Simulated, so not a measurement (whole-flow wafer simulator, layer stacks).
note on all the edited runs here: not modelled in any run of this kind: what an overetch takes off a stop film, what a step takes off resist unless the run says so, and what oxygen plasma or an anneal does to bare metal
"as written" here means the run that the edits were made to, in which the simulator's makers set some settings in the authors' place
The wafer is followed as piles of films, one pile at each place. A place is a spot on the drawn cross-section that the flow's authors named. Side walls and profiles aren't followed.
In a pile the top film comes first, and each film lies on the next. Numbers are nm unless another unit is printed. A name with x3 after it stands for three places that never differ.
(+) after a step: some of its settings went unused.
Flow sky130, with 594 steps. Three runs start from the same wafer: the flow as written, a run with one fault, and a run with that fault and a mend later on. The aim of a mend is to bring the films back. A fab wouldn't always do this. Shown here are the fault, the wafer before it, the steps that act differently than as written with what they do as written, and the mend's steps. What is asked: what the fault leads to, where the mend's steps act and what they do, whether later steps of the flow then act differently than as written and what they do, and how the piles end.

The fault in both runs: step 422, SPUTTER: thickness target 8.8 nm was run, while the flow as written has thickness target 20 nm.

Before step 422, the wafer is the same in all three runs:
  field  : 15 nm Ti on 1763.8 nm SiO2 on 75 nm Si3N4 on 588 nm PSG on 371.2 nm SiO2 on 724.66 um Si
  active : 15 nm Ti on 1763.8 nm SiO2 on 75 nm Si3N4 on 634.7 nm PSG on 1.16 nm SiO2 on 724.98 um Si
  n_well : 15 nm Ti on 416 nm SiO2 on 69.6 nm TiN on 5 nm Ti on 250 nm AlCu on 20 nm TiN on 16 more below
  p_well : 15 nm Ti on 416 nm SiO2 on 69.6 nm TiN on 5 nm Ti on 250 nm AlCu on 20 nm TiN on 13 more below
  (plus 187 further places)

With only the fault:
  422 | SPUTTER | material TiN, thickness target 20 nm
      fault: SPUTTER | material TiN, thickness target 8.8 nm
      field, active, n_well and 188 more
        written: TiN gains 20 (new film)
        fault: TiN gains 8.8 (new film)
  Steps later in the flow that act otherwise than as written (not shown: 13 more steps that differ only slightly, by at most 2% or 0.5 nm, whichever is larger):
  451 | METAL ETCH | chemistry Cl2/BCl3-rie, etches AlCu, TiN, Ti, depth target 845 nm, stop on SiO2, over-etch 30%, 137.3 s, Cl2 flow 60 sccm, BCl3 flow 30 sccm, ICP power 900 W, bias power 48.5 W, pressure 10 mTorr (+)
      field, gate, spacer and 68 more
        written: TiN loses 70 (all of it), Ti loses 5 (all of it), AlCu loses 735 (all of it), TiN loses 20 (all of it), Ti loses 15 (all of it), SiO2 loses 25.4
        fault: TiN loses 70 (all of it), Ti loses 5 (all of it), AlCu loses 735 (all of it), TiN loses 8.8 (all of it), Ti loses 15 (all of it), SiO2 loses 26.5
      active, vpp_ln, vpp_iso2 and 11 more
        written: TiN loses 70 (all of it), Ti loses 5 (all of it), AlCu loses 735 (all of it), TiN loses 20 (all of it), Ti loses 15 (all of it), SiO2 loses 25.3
        fault: TiN loses 70 (all of it), Ti loses 5 (all of it), AlCu loses 735 (all of it), TiN loses 8.8 (all of it), Ti loses 15 (all of it), SiO2 loses 26.5
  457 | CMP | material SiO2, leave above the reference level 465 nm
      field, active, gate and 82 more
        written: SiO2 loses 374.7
        fault: SiO2 loses 384.7
  By the end, the piles at n_well, p_well, gate_hv and 104 more depart from the flow's by more than 2% or 0.5 nm, whichever is larger.
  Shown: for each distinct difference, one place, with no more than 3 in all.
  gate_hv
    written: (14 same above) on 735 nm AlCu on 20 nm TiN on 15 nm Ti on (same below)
    fault: (14 same above) on 735 nm AlCu on 8.8 nm TiN on 15 nm Ti on (same below)
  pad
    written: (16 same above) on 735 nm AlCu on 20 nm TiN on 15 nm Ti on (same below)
    fault: (16 same above) on 735 nm AlCu on 8.8 nm TiN on 15 nm Ti on (same below)
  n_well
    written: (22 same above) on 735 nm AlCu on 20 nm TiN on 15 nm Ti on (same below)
    fault: (22 same above) on 735 nm AlCu on 8.8 nm TiN on 15 nm Ti on (same below)

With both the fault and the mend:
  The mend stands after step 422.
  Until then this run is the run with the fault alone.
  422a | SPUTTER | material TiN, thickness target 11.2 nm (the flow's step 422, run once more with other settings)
      field, active, n_well and 188 more
        TiN gains 11.2
  Later steps of the flow that are run all act as written at every place that is followed.
  By the end, the piles equal the flow's at every place that both follow.
